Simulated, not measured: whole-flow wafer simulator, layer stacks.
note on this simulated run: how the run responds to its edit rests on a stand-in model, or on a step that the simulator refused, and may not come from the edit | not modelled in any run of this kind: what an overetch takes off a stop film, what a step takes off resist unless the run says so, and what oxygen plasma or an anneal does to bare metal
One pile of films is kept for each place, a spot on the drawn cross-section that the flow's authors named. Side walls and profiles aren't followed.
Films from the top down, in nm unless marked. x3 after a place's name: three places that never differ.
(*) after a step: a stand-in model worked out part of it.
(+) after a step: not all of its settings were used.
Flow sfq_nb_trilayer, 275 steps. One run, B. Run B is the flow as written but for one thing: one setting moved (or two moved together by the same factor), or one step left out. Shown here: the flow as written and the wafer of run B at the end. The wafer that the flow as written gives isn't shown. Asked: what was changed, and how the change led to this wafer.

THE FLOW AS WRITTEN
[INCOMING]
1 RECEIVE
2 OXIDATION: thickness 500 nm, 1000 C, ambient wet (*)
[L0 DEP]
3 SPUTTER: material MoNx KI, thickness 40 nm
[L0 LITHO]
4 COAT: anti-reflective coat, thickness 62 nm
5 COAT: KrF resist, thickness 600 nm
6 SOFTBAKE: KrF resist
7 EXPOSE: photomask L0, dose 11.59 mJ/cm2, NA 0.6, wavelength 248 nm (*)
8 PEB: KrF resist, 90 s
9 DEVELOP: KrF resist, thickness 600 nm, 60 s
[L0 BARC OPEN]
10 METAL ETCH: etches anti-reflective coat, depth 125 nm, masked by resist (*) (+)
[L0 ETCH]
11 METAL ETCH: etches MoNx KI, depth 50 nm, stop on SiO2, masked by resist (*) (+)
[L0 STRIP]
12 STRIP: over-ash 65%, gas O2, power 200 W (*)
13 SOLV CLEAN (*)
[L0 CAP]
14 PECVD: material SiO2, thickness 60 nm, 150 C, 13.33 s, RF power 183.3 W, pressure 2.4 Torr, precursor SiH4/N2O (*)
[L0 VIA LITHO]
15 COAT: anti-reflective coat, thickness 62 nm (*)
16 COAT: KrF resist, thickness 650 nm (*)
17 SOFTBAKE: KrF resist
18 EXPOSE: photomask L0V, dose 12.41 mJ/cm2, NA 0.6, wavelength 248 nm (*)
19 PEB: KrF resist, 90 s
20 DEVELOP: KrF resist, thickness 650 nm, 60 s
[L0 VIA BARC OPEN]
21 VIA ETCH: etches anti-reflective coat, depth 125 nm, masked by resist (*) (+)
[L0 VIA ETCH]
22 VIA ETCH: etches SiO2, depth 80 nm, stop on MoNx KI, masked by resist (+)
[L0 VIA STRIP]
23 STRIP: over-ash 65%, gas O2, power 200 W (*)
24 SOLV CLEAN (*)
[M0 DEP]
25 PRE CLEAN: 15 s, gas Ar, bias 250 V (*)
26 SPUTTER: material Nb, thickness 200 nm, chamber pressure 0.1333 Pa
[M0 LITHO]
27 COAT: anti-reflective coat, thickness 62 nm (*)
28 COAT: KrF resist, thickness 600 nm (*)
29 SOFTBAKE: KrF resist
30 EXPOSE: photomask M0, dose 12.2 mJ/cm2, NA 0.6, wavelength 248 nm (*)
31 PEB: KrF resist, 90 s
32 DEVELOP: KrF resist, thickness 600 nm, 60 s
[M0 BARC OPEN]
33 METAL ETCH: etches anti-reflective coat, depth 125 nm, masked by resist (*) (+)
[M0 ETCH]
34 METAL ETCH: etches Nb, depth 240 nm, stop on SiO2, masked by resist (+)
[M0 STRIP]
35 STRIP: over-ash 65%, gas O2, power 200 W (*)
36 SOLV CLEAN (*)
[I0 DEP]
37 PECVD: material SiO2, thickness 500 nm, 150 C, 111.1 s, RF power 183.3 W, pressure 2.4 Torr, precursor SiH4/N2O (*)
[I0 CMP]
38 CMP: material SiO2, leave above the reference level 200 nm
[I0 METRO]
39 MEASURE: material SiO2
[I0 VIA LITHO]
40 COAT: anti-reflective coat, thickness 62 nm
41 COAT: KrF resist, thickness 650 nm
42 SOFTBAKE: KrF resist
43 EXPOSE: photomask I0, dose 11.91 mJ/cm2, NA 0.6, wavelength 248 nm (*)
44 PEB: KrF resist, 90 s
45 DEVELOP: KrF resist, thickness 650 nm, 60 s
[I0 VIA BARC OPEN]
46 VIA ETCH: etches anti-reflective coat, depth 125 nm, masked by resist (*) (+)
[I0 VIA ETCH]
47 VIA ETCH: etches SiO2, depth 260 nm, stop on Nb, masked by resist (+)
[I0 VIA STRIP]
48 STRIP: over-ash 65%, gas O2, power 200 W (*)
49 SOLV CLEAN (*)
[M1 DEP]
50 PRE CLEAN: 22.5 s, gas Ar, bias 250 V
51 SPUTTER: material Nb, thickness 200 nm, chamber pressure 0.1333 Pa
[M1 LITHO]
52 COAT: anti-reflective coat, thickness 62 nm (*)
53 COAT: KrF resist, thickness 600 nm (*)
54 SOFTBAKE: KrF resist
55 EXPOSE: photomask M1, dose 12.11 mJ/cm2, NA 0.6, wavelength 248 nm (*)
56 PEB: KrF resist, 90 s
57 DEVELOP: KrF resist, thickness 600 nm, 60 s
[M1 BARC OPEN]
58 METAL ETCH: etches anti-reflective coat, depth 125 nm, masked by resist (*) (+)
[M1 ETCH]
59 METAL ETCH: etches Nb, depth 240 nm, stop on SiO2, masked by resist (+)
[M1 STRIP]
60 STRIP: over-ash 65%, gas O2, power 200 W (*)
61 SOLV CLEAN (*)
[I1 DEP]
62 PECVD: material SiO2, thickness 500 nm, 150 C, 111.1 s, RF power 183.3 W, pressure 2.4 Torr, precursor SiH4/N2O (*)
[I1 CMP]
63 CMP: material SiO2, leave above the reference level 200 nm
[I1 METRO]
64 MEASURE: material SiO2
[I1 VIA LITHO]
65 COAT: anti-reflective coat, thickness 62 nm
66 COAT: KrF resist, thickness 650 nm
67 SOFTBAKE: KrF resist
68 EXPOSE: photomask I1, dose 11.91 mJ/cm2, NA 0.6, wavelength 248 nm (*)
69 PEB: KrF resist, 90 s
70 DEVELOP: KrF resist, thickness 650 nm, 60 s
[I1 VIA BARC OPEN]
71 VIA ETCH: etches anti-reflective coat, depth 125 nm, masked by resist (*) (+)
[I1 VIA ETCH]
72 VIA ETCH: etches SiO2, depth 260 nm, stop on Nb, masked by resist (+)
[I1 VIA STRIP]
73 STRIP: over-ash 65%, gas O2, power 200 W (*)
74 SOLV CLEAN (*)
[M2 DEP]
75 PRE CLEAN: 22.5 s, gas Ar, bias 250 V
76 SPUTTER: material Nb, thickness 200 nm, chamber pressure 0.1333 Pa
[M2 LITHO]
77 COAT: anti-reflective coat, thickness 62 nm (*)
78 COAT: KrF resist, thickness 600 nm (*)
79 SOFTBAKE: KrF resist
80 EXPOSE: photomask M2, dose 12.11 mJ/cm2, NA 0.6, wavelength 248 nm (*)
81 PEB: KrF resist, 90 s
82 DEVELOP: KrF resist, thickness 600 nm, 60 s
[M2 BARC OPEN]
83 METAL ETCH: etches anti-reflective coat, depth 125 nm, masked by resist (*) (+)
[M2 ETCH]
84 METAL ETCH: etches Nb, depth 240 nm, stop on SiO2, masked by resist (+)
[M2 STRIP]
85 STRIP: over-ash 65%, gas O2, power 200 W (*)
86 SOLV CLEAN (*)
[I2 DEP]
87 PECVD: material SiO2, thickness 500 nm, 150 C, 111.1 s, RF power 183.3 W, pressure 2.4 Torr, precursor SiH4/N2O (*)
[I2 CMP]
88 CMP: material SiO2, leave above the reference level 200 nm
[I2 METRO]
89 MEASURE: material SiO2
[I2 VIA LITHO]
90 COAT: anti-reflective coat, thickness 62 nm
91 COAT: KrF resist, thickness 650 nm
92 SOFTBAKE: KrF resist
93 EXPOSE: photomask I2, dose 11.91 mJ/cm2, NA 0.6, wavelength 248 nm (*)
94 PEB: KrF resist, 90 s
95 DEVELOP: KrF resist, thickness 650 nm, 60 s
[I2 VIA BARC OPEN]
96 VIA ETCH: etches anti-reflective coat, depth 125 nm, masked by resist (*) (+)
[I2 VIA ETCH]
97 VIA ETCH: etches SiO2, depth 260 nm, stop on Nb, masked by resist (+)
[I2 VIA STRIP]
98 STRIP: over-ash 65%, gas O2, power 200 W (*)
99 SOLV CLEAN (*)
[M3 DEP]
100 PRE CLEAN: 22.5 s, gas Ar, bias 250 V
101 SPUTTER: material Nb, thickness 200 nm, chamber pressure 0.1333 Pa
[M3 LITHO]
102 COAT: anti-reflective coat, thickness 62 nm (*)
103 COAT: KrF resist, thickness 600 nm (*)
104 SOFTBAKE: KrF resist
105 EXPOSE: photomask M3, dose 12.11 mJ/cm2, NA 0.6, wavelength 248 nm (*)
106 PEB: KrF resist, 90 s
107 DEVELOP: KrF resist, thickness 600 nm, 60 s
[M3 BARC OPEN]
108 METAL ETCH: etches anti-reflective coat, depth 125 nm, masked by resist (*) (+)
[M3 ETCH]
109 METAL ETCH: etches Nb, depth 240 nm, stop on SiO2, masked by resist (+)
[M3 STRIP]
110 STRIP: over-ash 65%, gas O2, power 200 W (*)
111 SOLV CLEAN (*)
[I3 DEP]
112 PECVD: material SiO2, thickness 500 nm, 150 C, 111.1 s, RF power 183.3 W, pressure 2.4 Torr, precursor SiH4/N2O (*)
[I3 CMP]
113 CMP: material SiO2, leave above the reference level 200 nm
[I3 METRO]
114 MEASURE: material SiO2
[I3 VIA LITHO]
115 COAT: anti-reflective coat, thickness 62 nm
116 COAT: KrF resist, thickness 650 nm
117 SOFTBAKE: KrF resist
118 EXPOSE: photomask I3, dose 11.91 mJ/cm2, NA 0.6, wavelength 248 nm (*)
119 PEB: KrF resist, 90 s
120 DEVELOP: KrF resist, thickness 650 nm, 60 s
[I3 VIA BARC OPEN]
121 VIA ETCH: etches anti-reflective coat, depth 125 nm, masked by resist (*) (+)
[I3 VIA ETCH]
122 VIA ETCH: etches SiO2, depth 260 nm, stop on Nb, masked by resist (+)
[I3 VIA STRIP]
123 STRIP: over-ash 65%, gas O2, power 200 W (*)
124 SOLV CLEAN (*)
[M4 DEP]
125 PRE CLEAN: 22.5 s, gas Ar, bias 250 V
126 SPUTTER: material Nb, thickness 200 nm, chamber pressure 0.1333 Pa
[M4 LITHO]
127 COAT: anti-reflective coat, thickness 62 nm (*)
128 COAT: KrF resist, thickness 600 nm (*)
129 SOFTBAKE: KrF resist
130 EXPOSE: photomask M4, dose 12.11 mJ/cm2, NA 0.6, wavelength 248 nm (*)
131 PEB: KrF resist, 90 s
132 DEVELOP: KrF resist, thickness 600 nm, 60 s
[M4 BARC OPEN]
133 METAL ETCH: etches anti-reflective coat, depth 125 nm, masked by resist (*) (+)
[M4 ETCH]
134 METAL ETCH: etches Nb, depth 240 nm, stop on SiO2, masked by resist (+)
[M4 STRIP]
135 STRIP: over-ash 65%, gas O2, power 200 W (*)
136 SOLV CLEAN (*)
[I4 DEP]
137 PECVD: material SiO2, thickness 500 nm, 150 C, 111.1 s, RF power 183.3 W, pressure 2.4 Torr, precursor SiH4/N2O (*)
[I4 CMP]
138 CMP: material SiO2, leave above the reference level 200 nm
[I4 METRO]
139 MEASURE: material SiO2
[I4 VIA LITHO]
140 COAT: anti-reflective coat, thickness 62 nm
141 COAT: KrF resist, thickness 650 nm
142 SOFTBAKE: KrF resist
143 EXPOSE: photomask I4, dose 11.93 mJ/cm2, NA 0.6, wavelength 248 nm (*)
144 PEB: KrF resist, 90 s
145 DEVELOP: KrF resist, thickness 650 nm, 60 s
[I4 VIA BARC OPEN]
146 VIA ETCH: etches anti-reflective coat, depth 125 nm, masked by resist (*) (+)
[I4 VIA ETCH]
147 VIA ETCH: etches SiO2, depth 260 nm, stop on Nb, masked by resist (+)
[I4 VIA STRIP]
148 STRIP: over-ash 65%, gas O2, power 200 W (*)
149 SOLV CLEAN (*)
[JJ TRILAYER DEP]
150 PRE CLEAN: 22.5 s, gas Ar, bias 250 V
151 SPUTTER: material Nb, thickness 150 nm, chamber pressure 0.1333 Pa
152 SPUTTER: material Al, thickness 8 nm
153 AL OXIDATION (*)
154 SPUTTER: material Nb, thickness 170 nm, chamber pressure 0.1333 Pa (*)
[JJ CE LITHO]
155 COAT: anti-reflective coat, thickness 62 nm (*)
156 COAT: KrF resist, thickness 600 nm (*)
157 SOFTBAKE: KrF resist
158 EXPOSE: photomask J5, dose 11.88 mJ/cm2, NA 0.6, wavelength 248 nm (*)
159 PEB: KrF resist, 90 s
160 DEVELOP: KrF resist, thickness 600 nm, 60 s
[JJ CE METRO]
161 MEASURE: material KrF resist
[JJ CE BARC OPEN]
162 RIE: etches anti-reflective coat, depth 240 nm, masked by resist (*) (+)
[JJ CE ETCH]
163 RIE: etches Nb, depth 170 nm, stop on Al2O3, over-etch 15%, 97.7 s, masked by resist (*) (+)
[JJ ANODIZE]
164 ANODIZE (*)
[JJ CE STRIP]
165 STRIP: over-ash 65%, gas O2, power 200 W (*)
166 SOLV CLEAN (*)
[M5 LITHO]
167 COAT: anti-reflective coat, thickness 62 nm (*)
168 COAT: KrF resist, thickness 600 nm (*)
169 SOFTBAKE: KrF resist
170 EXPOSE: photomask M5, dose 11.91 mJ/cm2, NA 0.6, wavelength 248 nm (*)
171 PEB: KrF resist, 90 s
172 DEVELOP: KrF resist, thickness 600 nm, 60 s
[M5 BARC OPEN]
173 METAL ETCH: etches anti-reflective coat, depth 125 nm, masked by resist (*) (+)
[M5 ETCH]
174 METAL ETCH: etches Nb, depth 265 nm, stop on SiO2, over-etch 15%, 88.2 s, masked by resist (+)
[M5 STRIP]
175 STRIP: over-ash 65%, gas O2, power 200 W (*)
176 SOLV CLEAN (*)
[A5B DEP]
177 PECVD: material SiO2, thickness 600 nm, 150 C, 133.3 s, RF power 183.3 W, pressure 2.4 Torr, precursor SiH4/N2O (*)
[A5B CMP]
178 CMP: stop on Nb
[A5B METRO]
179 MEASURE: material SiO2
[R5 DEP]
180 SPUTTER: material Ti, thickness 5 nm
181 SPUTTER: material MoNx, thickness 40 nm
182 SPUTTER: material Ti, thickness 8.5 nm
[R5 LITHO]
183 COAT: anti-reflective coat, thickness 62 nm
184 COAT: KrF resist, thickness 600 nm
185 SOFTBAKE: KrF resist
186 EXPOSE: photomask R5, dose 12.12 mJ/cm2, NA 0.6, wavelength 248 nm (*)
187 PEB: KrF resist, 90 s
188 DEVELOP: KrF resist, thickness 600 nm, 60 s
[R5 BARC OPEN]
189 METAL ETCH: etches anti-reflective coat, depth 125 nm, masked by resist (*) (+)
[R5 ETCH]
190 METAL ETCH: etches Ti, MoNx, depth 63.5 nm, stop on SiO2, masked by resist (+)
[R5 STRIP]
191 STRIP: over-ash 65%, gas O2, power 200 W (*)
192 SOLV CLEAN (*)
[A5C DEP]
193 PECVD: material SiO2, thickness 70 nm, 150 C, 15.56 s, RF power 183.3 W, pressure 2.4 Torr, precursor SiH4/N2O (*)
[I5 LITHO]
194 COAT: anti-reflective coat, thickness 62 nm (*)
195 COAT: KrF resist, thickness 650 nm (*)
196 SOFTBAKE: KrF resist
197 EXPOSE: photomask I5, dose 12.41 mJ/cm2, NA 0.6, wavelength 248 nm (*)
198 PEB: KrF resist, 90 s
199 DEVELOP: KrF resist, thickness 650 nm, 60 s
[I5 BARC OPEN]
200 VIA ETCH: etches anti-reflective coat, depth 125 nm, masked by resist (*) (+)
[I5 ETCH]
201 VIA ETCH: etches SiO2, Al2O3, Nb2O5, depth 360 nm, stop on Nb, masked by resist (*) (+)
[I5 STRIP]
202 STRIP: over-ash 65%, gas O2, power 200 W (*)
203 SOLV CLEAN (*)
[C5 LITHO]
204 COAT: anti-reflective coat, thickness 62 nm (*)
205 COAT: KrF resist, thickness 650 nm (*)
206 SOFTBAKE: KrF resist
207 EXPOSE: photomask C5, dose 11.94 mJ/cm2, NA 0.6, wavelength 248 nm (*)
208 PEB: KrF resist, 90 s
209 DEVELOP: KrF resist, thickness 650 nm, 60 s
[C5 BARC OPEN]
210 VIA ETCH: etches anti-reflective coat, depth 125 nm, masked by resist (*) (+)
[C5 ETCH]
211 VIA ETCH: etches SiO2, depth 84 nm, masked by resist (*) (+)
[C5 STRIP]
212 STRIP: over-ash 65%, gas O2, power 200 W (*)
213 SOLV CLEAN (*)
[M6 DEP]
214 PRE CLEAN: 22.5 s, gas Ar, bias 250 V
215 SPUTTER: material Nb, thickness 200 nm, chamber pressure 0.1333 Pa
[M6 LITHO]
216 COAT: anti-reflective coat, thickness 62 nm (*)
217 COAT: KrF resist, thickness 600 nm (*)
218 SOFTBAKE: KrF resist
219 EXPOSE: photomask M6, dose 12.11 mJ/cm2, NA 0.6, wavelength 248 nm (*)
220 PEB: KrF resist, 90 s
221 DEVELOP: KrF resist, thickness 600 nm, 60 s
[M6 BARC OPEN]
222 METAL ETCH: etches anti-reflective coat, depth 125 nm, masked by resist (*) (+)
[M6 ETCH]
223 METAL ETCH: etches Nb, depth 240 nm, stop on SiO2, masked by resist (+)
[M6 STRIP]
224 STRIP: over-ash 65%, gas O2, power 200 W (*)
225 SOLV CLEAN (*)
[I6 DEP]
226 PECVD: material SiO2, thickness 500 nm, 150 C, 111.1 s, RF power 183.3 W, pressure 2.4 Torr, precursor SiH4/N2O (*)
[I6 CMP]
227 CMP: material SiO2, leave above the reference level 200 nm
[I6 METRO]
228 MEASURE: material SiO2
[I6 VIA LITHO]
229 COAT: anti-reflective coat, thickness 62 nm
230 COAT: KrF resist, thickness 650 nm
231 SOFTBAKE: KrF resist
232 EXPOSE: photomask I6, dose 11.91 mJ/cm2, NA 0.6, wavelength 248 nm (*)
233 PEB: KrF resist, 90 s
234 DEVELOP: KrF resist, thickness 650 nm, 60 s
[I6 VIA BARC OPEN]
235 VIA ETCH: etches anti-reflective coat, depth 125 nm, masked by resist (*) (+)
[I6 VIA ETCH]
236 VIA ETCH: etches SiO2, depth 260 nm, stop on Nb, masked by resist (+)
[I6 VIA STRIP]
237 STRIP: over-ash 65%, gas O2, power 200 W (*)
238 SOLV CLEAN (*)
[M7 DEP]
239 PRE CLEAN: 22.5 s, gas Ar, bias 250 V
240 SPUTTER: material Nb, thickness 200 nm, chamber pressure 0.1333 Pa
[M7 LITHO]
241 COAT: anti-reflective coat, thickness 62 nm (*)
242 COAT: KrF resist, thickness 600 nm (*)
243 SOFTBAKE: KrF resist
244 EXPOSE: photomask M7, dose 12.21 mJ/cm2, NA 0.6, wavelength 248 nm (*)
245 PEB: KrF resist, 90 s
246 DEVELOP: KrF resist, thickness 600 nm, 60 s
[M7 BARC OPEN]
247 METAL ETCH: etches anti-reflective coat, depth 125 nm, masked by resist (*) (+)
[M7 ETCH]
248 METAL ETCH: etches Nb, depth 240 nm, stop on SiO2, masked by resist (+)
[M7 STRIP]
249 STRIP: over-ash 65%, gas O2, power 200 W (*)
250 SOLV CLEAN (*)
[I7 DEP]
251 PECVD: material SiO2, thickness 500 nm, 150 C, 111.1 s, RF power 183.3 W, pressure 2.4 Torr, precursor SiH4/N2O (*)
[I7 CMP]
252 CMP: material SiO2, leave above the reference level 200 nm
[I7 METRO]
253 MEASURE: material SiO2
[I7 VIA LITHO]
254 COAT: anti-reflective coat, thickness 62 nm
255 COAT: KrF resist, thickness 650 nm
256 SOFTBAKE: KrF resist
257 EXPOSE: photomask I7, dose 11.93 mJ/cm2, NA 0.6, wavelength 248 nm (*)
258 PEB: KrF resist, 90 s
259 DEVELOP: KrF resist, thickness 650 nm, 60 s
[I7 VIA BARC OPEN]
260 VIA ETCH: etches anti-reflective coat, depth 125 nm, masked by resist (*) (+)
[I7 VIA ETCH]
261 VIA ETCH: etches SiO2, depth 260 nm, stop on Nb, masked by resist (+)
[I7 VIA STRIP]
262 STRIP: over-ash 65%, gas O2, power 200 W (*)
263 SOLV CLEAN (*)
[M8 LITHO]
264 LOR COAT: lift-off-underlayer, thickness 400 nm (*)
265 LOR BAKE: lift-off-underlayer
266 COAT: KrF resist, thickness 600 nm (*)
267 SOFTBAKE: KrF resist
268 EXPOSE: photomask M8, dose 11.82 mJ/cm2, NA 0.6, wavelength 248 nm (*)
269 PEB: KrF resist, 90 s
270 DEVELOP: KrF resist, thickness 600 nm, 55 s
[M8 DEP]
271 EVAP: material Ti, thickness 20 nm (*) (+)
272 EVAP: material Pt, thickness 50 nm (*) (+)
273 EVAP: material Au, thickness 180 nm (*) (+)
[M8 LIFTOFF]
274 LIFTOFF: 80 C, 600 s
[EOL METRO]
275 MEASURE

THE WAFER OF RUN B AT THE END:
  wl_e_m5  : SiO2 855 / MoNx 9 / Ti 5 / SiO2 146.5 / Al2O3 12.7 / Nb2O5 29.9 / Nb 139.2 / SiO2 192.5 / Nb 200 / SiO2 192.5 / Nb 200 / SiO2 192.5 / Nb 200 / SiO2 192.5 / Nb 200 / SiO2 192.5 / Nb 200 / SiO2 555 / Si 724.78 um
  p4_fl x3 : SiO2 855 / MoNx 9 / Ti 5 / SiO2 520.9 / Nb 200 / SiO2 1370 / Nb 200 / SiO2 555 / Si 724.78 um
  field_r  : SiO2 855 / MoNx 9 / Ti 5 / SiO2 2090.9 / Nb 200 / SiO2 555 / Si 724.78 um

The cause: step 181, SPUTTER: thickness 64 nm was run, where the flow has thickness 40 nm.

How the change led to this, step by step:
  181 SPUTTER: material MoNx, thickness 40 nm
      field_l, v_sur, via_wl and 103 more: MoNx +64 (new film) (as written it would be: MoNx +40 (new film))
  190 METAL ETCH: etches Ti, MoNx, depth 63.5 nm, stop on SiO2, masked by resist (+)
      field_l, v_sur, via_wl and 92 more: Ti -8.5 (all of it), MoNx -55 (as written it would be: Ti -8.5 (all of it), MoNx -40 (all of it), Ti -5 (all of it))
      ce_l, c5j, ce_r, wl_jj: Ti -8.5 (all of it), MoNx -55 (as written it would be: Ti -8.5 (all of it), MoNx -40 (all of it), Ti -5 (all of it), Nb -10)
  193 PECVD: material SiO2, thickness 70 nm, 150 C, 15.56 s, RF power 183.3 W, pressure 2.4 Torr, precursor SiH4/N2O (*)
      field_l, v_sur, via_wl and 92 more: SiO2 +70 (new film) (as written it would be: SiO2 +70)
  194 COAT: anti-reflective coat, thickness 62 nm (*)
      wl_j_sl, wl_j_sr: anti-reflective coat +62 (new film) (as written it would be: anti-reflective coat +60.2 (new film))
      r5r_spacepad_l, r5r_spacepad_r: anti-reflective coat +88.7 (new film) (as written it would be: anti-reflective coat +84.4 (new film))
      (and at 12 more places)
  201 VIA ETCH: etches SiO2, Al2O3, Nb2O5, depth 360 nm, stop on Nb, masked by resist (*) (+)
      be: SiO2 -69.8 (all of it), MoNx -9 (all of it), Ti -5 (all of it), SiO2 -146.5 (all of it), Al2O3 -12.7 (all of it), Nb2O5 -29.9 (all of it) (as written it would be: SiO2 -216.4 (all of it), Al2O3 -12.7 (all of it), Nb2O5 -29.9 (all of it))
  202 STRIP: over-ash 65%, gas O2, power 200 W (*)
      wl_j_sl, wl_j_sr: KrF resist -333 (all of it), anti-reflective coat -62 (all of it) (as written it would be: KrF resist -333.3 (all of it), anti-reflective coat -60.2 (all of it))
      r5r_spacepad_l, r5r_spacepad_r: KrF resist -335.9 (all of it), anti-reflective coat -88.7 (all of it) (as written it would be: KrF resist -335.6 (all of it), anti-reflective coat -84.4 (all of it))
      (and at 12 more places)
  204 COAT: anti-reflective coat, thickness 62 nm (*)
      wl_j_sl, wl_j_sr: anti-reflective coat +62 (new film) (as written it would be: anti-reflective coat +60.2 (new film))
      r5r_spacepad_l, r5r_spacepad_r: anti-reflective coat +88.7 (new film) (as written it would be: anti-reflective coat +84.4 (new film))
      (and at 12 more places)
  210 VIA ETCH: etches anti-reflective coat, depth 125 nm, masked by resist (*) (+)
      c5j: anti-reflective coat -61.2 (all of it), SiO2 -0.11 (as written it would be: anti-reflective coat -63.9 (all of it), SiO2 -0.11)
  211 VIA ETCH: etches SiO2, depth 84 nm, masked by resist (*) (+)
      c5j: SiO2 -69.9 (all of it) (as written it would be: SiO2 -69.9 (all of it), Nb -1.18)
  212 STRIP: over-ash 65%, gas O2, power 200 W (*)
      wl_j_sl, wl_j_sr: KrF resist -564 (all of it), anti-reflective coat -62 (all of it) (as written it would be: KrF resist -563.4 (all of it), anti-reflective coat -60.2 (all of it))
      r5r_spacepad_l, r5r_spacepad_r: KrF resist -566.9 (all of it), anti-reflective coat -88.7 (all of it) (as written it would be: KrF resist -565.8 (all of it), anti-reflective coat -84.4 (all of it))
      (and at 11 more places)
  214 PRE CLEAN: 22.5 s, gas Ar, bias 250 V
      c5j: MoNx -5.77 (as written it would be: Nb -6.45)
  215 SPUTTER: material Nb, thickness 200 nm, chamber pressure 0.1333 Pa
      c5j: Nb +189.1 (new film) (as written it would be: Nb +188.4)
      be: Nb +144.2 (as written it would be: Nb +147.3)
  216 COAT: anti-reflective coat, thickness 62 nm (*)
      r5r_line_l, r5r_line_c, r5r_line_r: anti-reflective coat +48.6 (new film) (as written it would be: anti-reflective coat +50 (new film))
      wl_j_sl, wl_j_sr: anti-reflective coat +62 (new film) (as written it would be: anti-reflective coat +60.2 (new film))
      (and at 12 more places)
  222 METAL ETCH: etches anti-reflective coat, depth 125 nm, masked by resist (*) (+)
      r5r_line_l, r5r_line_c, r5r_line_r: anti-reflective coat -48.6 (all of it) (as written it would be: anti-reflective coat -50 (all of it))
      r5r_spacepad_l, r5r_spacepad_r: anti-reflective coat -90.7 (all of it) (as written it would be: anti-reflective coat -85.7 (all of it))
      (and at 1 more place)
  224 STRIP: over-ash 65%, gas O2, power 200 W (*)
      wl_j_sl, wl_j_sr: KrF resist -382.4 (all of it), anti-reflective coat -62 (all of it) (as written it would be: KrF resist -382.5 (all of it), anti-reflective coat -60.2 (all of it))
      be: KrF resist -588.5 (all of it), anti-reflective coat -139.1 (all of it) (as written it would be: KrF resist -575.8 (all of it), anti-reflective coat -136.7 (all of it))
      (and at 9 more places)
  226 PECVD: material SiO2, thickness 500 nm, 150 C, 111.1 s, RF power 183.3 W, pressure 2.4 Torr, precursor SiH4/N2O (*)
      be: SiO2 +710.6 (new film) (as written it would be: SiO2 +693.5 (new film))
  227 CMP: material SiO2, leave above the reference level 200 nm
      r5r_line_l, r5r_spacepad_l, r5r_spacepad_r, r5r_line_c, r5r_line_r: SiO2 -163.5 (as written it would be: SiO2 -153.5)
      ce_l, ce_r, wl_jj: SiO2 -300 (as written it would be: SiO2 -290)
      (and at 5 more places)
Counting metal films that touch as one body, wl_e_m5 has 7 bodies (between them, from the top down: SiO2 146.5 / Al2O3 12.7 / Nb2O5 29.9; SiO2 192.5; SiO2 192.5; SiO2 192.5; SiO2 192.5; SiO2 192.5); the flow as written gives 6 bodies (between them, from the top down: SiO2 192.5; SiO2 192.5; SiO2 192.5; SiO2 192.5; SiO2 192.5).
Counting metal films that touch as one body, p4_fl x3 has 3 bodies (between them, from the top down: SiO2 520.9; SiO2 1370); the flow as written gives 2 bodies (between them, from the top down: SiO2 1370).
Counting metal films that touch as one body, field_r has 2 bodies (between them, from the top down: SiO2 2090.9); the flow as written gives 1 body.
